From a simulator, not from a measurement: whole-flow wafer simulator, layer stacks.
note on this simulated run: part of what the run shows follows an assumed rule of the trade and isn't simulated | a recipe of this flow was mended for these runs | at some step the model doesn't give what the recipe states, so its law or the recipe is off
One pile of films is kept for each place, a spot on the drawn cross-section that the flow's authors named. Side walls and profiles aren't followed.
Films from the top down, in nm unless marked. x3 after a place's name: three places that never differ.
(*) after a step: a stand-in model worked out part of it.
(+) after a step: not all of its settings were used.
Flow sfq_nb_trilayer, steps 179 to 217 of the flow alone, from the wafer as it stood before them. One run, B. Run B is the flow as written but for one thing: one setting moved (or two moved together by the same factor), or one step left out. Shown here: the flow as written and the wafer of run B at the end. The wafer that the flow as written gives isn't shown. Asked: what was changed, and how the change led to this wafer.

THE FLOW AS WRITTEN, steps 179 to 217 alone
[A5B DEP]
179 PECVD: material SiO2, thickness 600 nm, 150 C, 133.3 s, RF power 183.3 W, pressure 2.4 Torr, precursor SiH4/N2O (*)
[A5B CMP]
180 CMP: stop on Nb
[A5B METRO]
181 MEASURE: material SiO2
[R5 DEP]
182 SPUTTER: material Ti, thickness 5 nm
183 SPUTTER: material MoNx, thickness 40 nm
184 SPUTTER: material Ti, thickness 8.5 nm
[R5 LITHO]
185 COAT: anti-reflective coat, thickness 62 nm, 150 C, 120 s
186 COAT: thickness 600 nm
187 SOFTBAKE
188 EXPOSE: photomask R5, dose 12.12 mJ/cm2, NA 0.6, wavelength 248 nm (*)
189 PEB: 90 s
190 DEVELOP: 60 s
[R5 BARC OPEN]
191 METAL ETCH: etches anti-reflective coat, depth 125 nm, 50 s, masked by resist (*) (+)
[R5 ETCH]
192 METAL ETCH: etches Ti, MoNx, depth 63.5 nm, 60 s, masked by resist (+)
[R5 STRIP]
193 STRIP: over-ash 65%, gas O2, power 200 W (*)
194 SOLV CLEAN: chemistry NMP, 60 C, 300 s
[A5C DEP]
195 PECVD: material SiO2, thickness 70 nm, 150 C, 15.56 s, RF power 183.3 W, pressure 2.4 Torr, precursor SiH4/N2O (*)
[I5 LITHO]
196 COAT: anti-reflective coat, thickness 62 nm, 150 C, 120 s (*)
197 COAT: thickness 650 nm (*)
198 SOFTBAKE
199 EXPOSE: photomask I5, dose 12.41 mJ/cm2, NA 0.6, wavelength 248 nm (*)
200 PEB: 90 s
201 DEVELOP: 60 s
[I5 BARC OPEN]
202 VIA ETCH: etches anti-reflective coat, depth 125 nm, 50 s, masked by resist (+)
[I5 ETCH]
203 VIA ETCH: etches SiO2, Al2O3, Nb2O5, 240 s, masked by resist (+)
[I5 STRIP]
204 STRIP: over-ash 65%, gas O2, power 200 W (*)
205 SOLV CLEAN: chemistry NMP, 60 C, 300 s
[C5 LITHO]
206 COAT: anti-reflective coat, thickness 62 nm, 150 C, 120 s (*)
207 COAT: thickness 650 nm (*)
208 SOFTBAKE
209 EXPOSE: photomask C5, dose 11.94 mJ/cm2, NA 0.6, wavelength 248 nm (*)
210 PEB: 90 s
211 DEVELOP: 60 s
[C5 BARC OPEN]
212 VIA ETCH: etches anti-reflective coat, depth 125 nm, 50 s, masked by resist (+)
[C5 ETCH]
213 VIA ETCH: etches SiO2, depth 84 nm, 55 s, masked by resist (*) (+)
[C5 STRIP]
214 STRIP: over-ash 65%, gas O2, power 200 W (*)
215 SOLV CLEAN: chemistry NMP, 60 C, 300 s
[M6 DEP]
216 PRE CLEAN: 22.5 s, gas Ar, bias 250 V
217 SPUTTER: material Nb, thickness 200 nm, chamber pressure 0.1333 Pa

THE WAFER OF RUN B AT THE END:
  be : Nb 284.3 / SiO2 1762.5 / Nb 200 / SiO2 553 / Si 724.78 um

The cause: step 203, VIA ETCH: 170 s was run, where the flow has 240 s.

How the change led to this, step by step:
  203 VIA ETCH: etches SiO2, Al2O3, Nb2O5, 240 s, masked by resist (+)
      be: SiO2 -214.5 (all of it), Al2O3 -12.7 (all of it), Nb2O5 -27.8 (as written it would be: SiO2 -214.5 (all of it), Al2O3 -12.7 (all of it), Nb2O5 -29.9 (all of it), Nb -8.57)
      field_l, v_sur, via_wl and 102 more: KrF-resist-other-grade -170 (as written it would be: KrF-resist-other-grade -240)
  204 STRIP: over-ash 65%, gas O2, power 200 W (*)
      p4_fl x5, p4_w1 x9, p3_s0 x9, l0r_line_l x3, l0r_space_c x19, m0r_space_l x2: KrF-resist-other-grade -385.7 (all of it), anti-reflective coat -62 (all of it) (as written it would be: KrF-resist-other-grade -315.7 (all of it), anti-reflective coat -62 (all of it))
      wl_b_sl, wl_b_m5, wl_b_sr and 14 more: KrF-resist-other-grade -385.6 (all of it), anti-reflective coat -62 (all of it) (as written it would be: KrF-resist-other-grade -315.6 (all of it), anti-reflective coat -62 (all of it))
      (and at 41 more places)
  216 PRE CLEAN: 22.5 s, gas Ar, bias 250 V
      be: Nb2O5 -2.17 (all of it), Nb -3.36 (as written it would be: Nb -6.45)
